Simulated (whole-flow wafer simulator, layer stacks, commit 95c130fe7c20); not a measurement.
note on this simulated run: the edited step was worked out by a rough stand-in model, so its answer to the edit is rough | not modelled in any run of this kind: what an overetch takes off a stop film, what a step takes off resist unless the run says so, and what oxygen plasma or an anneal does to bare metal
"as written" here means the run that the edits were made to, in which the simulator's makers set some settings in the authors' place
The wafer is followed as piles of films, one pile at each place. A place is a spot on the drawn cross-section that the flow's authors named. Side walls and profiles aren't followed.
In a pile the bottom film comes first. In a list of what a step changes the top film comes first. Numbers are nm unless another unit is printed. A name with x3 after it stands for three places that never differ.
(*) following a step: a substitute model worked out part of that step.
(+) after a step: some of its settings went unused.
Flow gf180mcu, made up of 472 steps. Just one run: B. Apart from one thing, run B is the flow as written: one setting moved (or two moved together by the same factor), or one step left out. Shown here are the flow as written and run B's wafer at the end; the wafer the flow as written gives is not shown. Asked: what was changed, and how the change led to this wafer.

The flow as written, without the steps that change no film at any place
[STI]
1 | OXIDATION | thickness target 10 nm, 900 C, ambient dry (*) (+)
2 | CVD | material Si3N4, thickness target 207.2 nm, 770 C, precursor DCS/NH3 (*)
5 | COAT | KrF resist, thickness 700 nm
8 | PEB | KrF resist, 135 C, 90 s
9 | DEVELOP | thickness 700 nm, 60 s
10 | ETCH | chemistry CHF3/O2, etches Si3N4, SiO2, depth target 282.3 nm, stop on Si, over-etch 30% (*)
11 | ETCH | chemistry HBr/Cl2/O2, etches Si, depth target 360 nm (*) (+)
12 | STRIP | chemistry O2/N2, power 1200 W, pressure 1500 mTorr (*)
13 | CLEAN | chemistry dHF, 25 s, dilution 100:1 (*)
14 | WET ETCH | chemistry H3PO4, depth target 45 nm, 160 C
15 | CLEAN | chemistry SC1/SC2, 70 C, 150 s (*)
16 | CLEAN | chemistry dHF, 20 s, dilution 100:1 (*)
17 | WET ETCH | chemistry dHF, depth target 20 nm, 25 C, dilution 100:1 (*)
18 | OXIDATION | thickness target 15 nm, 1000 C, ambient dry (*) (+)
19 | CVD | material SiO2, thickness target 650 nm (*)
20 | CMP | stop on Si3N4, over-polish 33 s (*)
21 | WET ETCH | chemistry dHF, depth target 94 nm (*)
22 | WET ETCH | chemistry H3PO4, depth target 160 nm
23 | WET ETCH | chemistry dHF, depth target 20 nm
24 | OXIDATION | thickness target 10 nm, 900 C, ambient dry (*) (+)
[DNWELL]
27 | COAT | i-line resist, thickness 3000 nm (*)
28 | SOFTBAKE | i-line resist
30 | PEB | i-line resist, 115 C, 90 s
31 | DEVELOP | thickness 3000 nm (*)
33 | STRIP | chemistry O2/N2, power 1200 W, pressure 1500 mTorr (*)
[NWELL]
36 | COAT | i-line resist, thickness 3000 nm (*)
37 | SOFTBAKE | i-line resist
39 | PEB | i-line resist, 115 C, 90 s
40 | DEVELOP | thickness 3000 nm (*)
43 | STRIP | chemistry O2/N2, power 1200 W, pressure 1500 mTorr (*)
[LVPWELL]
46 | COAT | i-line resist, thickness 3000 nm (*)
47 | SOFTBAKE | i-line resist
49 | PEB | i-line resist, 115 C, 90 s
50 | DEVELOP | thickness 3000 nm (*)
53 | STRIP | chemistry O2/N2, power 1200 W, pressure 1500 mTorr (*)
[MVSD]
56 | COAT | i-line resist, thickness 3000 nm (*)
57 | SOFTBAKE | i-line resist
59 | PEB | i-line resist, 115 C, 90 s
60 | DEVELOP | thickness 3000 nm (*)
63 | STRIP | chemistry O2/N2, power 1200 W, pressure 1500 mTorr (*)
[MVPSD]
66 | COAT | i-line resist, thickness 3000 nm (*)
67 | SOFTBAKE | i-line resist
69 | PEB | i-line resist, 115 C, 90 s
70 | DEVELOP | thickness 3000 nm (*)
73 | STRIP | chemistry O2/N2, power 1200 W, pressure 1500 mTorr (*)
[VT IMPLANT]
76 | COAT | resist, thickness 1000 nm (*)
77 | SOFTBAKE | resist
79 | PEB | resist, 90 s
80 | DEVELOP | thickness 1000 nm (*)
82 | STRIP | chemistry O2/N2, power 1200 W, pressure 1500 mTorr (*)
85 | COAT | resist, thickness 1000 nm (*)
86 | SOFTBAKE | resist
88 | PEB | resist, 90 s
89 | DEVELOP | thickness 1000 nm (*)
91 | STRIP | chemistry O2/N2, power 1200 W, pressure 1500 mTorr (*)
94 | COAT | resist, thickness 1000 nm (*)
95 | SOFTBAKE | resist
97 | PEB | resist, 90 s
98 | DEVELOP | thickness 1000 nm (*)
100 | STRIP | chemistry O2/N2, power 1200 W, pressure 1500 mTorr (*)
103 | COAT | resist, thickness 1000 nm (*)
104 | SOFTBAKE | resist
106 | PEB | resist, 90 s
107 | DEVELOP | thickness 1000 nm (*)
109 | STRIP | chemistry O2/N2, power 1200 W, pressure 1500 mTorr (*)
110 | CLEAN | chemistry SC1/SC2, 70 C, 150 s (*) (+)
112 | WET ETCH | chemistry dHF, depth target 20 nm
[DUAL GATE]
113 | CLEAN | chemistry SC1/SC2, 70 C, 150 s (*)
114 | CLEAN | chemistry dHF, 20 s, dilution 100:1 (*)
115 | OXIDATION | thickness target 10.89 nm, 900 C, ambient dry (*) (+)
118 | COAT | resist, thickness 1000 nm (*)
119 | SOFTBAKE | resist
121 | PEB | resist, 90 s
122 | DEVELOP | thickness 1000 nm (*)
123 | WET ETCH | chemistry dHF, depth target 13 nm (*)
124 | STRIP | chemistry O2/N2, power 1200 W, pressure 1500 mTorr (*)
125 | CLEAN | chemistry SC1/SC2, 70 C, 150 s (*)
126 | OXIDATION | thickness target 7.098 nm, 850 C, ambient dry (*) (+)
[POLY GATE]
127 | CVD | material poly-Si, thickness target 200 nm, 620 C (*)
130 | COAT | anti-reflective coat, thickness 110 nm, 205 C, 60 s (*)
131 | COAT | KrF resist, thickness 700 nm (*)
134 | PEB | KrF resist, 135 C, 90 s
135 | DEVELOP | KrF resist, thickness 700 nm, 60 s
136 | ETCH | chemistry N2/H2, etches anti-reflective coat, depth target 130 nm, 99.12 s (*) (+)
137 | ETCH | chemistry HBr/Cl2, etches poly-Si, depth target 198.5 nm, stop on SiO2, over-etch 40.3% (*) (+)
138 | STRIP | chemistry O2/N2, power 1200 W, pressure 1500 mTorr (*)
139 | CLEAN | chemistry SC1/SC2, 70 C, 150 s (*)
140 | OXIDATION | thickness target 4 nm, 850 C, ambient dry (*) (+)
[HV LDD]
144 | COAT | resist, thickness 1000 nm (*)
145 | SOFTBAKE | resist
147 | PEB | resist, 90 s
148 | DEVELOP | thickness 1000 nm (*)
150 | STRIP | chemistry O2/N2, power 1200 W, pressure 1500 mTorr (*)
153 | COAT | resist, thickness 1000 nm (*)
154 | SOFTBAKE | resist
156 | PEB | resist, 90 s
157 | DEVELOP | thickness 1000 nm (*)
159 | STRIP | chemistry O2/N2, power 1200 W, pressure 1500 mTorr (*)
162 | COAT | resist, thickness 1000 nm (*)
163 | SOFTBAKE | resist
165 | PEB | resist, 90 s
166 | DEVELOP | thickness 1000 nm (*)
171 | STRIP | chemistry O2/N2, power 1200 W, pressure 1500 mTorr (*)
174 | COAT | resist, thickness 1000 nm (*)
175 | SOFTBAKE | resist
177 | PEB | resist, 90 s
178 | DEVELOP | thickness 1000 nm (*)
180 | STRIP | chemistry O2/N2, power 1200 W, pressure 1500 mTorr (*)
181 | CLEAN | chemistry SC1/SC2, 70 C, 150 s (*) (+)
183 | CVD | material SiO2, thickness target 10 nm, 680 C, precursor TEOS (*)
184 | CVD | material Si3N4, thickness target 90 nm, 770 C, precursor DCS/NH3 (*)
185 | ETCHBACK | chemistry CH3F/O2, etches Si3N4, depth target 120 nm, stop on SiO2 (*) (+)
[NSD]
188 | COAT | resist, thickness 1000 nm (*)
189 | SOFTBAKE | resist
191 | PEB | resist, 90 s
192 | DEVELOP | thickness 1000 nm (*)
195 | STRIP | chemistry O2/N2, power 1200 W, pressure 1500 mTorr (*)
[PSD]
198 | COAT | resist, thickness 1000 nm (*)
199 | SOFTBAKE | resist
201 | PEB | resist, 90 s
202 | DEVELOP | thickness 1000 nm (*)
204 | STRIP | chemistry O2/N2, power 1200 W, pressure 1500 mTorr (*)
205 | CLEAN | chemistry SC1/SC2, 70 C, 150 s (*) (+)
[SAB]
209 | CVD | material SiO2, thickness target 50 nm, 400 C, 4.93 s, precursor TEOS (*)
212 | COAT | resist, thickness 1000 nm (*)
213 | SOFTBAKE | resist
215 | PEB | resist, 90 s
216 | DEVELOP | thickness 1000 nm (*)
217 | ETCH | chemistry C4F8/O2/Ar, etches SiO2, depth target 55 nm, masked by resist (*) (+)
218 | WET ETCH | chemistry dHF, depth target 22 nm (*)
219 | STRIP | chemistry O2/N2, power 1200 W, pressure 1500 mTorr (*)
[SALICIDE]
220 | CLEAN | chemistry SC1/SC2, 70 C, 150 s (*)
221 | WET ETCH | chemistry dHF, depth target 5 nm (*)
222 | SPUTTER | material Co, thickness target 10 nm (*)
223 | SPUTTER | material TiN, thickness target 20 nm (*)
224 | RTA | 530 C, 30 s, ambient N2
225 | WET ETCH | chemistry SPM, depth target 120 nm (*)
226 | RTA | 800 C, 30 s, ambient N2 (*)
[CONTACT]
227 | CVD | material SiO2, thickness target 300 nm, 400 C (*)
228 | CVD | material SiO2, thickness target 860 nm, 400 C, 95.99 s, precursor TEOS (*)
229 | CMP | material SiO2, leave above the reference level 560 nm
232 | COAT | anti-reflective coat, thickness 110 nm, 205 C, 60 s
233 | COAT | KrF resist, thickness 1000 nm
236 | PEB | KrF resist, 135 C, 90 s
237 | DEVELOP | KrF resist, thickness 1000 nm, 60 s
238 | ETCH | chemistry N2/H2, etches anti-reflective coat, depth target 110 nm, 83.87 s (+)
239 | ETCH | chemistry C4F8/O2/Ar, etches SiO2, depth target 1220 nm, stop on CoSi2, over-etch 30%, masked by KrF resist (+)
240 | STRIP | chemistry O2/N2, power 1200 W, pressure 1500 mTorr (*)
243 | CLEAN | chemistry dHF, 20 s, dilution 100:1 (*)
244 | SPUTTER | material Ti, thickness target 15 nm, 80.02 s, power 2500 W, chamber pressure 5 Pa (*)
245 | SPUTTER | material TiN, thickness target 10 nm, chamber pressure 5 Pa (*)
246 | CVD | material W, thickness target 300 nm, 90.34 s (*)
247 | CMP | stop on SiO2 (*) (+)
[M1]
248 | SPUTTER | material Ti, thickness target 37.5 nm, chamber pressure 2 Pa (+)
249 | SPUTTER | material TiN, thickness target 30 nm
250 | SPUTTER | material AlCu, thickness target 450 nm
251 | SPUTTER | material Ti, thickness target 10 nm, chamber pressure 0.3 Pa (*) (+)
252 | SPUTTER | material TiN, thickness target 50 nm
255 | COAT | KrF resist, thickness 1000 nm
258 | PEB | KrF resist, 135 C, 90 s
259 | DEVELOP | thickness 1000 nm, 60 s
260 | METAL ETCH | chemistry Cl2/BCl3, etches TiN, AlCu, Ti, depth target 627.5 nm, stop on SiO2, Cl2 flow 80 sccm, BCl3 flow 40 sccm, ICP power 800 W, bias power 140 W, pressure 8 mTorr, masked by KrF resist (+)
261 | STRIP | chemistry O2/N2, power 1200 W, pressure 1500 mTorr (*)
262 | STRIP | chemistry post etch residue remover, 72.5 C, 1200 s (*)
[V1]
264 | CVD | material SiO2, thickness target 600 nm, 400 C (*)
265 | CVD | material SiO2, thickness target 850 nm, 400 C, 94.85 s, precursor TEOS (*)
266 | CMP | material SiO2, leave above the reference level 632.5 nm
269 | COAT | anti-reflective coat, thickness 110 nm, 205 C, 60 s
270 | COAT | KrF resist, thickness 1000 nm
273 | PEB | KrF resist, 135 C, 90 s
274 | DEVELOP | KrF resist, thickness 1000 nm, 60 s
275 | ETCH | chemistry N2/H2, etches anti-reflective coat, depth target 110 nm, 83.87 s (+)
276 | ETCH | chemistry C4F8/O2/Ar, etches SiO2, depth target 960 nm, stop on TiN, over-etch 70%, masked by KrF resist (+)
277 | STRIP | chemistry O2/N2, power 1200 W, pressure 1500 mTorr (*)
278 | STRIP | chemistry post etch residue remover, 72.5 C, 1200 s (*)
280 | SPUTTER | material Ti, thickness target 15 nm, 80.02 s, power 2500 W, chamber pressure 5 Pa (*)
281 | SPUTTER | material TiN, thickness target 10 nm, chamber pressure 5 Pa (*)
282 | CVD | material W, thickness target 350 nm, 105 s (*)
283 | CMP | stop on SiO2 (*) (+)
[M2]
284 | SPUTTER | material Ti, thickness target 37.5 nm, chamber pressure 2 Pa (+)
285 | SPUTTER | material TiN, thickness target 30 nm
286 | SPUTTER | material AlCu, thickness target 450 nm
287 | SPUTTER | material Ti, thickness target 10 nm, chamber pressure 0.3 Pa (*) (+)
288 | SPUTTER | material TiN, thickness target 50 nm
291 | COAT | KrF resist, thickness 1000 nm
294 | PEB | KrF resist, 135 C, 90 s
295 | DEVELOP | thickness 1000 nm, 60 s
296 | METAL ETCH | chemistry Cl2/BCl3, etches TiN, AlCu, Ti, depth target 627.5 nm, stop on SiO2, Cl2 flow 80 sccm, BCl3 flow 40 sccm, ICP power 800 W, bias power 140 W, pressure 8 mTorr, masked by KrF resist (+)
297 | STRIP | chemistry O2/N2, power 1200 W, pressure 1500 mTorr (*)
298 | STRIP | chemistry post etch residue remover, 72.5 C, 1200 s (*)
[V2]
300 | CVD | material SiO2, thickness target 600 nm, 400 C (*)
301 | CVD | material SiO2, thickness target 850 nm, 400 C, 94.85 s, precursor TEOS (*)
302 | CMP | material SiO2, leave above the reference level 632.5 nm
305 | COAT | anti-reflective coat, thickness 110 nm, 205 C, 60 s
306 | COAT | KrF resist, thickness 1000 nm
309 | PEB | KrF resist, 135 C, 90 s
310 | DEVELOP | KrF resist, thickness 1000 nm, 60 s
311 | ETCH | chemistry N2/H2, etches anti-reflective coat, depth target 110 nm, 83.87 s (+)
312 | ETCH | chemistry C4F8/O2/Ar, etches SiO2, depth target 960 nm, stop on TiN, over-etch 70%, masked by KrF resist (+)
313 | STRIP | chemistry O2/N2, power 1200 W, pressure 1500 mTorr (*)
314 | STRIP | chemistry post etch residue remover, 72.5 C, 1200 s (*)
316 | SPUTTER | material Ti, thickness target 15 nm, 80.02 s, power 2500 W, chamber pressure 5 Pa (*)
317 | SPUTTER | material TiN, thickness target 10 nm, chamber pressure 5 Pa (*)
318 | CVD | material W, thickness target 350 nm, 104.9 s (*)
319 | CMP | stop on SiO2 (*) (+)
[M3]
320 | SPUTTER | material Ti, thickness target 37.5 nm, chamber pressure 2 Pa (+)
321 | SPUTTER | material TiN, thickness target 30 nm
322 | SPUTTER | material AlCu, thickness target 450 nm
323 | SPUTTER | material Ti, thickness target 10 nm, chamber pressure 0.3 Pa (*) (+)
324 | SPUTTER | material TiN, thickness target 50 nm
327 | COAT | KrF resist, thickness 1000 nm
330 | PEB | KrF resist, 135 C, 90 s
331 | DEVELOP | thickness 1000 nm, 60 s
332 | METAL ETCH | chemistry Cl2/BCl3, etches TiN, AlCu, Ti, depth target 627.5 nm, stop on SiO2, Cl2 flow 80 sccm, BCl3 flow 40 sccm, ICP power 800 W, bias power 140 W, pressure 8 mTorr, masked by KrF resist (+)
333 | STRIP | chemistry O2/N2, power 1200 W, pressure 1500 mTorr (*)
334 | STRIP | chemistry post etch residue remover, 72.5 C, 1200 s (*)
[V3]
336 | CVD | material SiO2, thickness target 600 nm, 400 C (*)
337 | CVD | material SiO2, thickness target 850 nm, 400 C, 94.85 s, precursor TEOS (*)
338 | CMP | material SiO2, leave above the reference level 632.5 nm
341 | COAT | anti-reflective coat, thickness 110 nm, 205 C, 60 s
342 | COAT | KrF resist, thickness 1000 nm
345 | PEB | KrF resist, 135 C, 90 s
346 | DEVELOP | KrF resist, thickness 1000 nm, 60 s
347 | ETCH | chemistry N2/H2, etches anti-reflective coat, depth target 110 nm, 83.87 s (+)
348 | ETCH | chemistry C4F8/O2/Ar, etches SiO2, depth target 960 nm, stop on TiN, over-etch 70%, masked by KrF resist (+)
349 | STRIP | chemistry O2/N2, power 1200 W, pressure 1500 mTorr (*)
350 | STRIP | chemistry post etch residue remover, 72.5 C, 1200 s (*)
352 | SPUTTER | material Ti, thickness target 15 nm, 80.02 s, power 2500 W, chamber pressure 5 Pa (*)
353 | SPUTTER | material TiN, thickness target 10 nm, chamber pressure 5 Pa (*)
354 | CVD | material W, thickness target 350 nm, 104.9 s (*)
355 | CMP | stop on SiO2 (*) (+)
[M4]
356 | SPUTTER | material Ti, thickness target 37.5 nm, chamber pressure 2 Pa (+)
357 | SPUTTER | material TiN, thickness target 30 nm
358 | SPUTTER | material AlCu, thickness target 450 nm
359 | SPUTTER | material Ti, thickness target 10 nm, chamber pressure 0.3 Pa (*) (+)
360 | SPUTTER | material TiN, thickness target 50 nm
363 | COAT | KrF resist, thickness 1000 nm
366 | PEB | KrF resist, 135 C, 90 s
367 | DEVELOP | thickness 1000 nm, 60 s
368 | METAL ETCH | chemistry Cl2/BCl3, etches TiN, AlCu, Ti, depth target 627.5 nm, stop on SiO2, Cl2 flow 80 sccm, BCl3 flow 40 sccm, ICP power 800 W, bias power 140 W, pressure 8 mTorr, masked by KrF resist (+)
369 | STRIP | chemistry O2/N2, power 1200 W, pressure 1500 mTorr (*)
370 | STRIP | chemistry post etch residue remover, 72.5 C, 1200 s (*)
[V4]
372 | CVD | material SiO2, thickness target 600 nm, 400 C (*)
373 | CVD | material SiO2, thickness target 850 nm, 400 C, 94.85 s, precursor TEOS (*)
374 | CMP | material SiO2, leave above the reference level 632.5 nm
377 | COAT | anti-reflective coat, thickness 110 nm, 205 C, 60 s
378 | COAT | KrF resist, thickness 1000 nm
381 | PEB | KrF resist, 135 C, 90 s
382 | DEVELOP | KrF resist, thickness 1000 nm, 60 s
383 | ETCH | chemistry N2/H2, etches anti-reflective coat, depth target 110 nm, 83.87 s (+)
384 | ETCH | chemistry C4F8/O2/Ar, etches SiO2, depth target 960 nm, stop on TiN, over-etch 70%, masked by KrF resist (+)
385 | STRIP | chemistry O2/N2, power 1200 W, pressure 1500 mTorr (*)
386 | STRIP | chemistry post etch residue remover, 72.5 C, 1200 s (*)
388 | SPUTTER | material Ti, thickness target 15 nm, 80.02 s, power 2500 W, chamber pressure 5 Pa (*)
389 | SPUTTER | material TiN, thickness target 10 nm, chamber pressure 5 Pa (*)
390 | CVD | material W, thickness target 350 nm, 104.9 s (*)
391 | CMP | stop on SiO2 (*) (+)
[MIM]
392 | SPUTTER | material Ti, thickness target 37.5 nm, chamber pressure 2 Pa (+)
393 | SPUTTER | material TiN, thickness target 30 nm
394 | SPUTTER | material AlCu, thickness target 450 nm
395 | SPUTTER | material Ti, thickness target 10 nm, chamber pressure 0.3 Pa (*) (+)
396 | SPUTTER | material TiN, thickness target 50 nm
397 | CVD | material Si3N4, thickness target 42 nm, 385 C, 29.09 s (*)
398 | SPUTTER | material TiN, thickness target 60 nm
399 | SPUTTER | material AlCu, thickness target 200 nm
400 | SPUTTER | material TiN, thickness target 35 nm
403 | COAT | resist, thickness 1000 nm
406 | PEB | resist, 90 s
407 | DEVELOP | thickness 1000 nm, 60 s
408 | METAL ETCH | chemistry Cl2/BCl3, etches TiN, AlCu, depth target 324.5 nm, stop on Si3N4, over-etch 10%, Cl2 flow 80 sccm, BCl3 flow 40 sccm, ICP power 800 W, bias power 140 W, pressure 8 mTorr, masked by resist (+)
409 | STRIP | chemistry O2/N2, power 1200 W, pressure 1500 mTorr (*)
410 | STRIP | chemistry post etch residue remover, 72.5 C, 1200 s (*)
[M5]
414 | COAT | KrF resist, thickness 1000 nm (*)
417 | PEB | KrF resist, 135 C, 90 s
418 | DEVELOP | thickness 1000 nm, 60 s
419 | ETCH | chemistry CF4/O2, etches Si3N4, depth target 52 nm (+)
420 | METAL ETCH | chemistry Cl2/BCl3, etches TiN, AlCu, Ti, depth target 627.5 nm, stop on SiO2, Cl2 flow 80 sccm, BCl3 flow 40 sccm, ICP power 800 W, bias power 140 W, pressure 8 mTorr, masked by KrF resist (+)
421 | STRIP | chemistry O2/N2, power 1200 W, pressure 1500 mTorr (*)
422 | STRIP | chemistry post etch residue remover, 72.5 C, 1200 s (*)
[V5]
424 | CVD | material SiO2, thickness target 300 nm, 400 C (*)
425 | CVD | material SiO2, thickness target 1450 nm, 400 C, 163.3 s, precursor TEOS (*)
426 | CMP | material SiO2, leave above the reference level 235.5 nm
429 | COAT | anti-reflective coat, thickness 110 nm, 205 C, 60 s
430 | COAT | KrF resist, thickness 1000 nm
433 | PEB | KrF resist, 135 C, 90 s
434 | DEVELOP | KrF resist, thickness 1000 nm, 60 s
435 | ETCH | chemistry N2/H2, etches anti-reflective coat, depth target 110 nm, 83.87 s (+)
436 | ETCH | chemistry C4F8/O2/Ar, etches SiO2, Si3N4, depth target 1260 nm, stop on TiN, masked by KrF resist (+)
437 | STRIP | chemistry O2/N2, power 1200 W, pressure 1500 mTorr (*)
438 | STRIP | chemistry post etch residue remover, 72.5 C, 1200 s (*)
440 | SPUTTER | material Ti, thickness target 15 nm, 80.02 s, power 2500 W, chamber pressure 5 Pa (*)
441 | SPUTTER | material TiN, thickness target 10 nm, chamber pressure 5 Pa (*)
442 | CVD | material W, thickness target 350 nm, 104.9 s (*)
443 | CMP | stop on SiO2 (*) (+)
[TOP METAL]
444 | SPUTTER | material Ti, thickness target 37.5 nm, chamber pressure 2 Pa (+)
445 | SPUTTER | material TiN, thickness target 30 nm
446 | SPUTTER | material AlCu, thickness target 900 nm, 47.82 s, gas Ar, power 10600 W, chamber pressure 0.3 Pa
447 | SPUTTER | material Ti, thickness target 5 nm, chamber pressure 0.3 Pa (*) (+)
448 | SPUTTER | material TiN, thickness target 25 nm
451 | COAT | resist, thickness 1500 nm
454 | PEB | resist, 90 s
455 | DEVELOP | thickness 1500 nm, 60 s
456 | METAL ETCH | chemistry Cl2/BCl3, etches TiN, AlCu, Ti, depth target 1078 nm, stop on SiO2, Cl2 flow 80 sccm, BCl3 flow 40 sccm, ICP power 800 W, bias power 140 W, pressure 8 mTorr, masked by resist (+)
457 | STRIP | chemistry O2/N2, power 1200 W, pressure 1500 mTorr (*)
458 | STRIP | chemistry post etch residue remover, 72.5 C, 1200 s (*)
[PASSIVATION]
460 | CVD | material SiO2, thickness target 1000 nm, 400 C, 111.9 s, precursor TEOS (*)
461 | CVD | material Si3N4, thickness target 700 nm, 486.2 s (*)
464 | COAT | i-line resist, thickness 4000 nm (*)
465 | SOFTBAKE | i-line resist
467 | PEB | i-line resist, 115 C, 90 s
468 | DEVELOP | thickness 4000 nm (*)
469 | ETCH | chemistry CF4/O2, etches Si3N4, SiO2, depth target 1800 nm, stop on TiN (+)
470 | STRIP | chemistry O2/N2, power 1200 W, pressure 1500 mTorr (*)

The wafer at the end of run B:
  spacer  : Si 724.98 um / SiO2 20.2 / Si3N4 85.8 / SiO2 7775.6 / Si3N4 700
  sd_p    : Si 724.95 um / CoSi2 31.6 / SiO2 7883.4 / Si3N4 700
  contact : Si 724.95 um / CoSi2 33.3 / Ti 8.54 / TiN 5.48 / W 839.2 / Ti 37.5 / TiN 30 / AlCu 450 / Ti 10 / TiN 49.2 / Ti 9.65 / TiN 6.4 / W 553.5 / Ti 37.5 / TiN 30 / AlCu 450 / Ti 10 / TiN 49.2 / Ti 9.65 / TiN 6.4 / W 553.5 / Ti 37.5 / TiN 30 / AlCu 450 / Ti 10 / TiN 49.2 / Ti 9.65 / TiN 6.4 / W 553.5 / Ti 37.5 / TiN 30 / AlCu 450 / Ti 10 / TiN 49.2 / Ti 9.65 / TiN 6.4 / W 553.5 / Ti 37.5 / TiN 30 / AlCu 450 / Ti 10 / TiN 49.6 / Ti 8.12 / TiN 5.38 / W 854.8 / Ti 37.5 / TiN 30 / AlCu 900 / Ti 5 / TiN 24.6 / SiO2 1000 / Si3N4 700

The reason: step 183, CVD: thickness target 13 nm was run, while the flow as written has thickness target 10 nm.

How this came from the change, step by step:
  183 | CVD | material SiO2, thickness target 10 nm, 680 C, precursor TEOS (*)
      field, field__w1, field__w2 and 99 more: SiO2 gains 13 (in the flow as written it would be: SiO2 gains 10)
      ld_drift_p: SiO2 gains 12.8 (in the flow as written it would be: SiO2 gains 9.87)
      (as well as at 1 more place)
  189 | SOFTBAKE | resist
      field__w9: resist loses 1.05 (in the flow as written it would be: resist gains 1.85)
  199 | SOFTBAKE | resist
      field__w9: resist loses 1.05 (in the flow as written it would be: resist gains 1.85)
  218 | WET ETCH | chemistry dHF, depth target 22 nm (*)
      gate, gate_hv, gate_p and 23 more: SiO2 loses 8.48 (all of it) (in the flow as written it would be: SiO2 loses 5.48 (all of it))
      active, p_well, sd_n, iso_ptap_pw, iso_ntap_nw, iso_ptap_sub, vpnp_e: SiO2 loses 12 (all of it) (in the flow as written it would be: SiO2 loses 9.01 (all of it))
      (as well as at 16 more places)
